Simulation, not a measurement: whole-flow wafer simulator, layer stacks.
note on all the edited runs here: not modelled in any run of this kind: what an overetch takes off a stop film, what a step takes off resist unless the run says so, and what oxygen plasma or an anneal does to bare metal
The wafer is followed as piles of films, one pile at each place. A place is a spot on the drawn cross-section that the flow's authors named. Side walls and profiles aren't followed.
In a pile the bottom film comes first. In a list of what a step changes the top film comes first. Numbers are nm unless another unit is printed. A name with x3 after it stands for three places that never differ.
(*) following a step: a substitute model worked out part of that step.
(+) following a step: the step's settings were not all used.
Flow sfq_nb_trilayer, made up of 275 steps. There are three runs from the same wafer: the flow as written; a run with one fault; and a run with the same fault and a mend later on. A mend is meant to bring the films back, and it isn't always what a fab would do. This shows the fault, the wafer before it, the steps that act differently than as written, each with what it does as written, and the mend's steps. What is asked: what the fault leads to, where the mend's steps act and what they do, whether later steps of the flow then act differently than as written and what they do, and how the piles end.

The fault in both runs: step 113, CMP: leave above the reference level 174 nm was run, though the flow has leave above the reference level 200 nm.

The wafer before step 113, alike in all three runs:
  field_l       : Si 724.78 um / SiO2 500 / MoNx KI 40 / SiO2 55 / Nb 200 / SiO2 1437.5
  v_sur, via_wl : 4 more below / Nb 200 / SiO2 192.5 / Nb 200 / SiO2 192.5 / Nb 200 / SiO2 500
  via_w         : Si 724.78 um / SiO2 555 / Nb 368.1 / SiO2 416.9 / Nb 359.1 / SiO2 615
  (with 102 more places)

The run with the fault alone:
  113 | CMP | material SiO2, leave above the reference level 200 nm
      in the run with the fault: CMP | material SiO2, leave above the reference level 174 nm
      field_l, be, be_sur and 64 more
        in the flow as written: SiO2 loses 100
        in the run with the fault: SiO2 loses 126
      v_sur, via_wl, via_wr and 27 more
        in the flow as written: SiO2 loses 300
        in the run with the fault: SiO2 loses 326
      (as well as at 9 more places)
  Steps later in the flow that act otherwise than as written (5 other steps are not shown; they differ only slightly, by no more than 2% or 0.5 nm, whichever is larger):
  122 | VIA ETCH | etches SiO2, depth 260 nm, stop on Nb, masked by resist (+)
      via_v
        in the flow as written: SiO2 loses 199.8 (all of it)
        in the run with the fault: SiO2 loses 173.8 (all of it)
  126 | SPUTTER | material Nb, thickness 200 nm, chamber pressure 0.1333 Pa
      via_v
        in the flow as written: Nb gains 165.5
        in the run with the fault: Nb gains 171.2
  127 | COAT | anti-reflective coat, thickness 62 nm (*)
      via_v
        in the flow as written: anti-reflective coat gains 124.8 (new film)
        in the run with the fault: anti-reflective coat gains 119 (new film)
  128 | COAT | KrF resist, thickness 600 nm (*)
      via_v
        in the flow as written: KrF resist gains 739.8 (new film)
        in the run with the fault: KrF resist gains 718.2 (new film)
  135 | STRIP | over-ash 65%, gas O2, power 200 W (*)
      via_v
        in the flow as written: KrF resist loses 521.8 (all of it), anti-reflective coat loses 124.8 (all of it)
        in the run with the fault: KrF resist loses 500.3 (all of it), anti-reflective coat loses 119 (all of it)
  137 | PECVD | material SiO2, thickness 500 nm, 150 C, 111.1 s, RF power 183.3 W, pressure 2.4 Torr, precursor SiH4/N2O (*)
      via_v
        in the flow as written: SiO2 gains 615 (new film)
        in the run with the fault: SiO2 gains 583.4 (new film)
  By the end, the piles at v_sur, via_wl, via_w and 29 more depart from the flow's by more than 2% or 0.5 nm, whichever is larger.
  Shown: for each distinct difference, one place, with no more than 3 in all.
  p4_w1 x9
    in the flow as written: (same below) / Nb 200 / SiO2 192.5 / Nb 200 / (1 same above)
    in the run with the fault: (same below) / Nb 200 / SiO2 166.5 / Nb 200 / (1 same above)
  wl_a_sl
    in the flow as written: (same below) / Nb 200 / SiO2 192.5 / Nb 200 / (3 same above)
    in the run with the fault: (same below) / Nb 200 / SiO2 166.5 / Nb 200 / (3 same above)
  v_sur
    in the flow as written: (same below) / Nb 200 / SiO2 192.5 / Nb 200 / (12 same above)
    in the run with the fault: (same below) / Nb 200 / SiO2 166.5 / Nb 200 / (12 same above)

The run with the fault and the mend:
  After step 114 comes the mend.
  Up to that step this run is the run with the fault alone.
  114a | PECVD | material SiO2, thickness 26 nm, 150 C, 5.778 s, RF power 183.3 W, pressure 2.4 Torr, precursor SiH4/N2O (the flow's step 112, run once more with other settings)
      field_l, v_sur, via_wl and 103 more
        SiO2 gains 26
  Later steps of the flow that are run all act as written at every place that is followed, up to a difference of at most 2% or 0.5 nm, whichever is larger.
  By the end, the piles equal the flow's at every place that both follow.
